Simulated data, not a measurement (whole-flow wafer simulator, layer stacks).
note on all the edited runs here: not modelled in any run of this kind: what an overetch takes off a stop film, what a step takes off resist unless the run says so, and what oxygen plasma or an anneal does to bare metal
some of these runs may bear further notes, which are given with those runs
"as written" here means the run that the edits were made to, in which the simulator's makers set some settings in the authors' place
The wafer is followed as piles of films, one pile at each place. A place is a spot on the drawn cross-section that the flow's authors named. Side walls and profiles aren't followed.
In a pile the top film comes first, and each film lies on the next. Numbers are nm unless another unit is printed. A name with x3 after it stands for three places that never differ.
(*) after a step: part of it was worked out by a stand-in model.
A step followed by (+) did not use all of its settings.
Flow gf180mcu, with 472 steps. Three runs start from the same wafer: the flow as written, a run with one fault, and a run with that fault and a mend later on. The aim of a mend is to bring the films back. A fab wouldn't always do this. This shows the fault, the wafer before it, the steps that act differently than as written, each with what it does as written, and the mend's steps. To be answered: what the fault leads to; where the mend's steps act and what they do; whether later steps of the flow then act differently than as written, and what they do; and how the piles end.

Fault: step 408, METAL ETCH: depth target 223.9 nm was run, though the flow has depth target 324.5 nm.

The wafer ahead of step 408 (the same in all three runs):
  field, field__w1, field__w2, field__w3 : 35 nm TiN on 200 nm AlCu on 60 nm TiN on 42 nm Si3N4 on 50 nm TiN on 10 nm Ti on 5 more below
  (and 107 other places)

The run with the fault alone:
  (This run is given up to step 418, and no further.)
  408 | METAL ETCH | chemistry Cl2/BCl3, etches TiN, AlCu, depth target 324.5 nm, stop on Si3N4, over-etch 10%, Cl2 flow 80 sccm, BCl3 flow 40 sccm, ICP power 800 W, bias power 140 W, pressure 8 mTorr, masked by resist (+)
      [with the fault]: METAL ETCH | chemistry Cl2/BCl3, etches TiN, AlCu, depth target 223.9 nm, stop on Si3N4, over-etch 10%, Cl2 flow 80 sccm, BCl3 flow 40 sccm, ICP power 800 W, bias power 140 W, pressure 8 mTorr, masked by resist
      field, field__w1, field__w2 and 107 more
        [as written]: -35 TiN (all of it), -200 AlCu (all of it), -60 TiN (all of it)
        [with the fault]: -35 TiN (all of it), -188.9 AlCu
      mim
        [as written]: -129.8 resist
        [with the fault]: -89.6 resist
  Steps later in the flow that act otherwise than as written (1 more step, not shown, differs only slightly: by at most 2% or 0.5 nm, whichever is larger):
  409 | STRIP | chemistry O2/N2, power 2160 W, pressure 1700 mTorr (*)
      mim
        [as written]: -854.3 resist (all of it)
        [with the fault]: -894.6 resist (all of it)
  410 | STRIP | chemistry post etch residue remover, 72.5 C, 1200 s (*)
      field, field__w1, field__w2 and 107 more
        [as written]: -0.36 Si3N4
        [with the fault]: -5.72 AlCu
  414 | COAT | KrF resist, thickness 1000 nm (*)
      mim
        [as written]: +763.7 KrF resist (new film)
        [with the fault]: +814.4 KrF resist (new film)
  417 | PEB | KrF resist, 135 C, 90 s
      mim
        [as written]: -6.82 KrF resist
        [with the fault]: -7.62 KrF resist
  Once step 418 is done, the piles at field, field__w1, field__w2 and 109 more depart from the flow's by more than 2% or 0.5 nm, whichever is larger.
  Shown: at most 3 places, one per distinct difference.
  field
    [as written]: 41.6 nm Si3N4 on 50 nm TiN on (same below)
    [with the fault]: 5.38 nm AlCu on 60 nm TiN on 42 nm Si3N4 on 50 nm TiN on (same below)
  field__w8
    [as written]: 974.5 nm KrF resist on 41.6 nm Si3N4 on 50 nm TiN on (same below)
    [with the fault]: 974.5 nm KrF resist on 5.38 nm AlCu on 60 nm TiN on 42 nm Si3N4 on 50 nm TiN on (same below)
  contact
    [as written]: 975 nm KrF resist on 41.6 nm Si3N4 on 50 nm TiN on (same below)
    [with the fault]: 974.9 nm KrF resist on 5.38 nm AlCu on 60 nm TiN on 42 nm Si3N4 on 50 nm TiN on (same below)

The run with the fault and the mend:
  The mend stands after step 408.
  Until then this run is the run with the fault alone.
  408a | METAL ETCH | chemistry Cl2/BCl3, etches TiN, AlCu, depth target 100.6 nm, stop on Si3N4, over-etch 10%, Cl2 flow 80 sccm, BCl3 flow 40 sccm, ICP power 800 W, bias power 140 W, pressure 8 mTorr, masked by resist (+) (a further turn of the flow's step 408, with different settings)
      field, field__w1, field__w2 and 107 more
        -11.1 AlCu (all of it), -60 TiN (all of it)
      mim
        -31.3 resist
  None of the later steps of the flow differs from how it acts as written, at any place that is followed, by more than 2% or 0.5 nm, whichever is larger.
  By the end, the piles equal the flow's at every place that both follow.
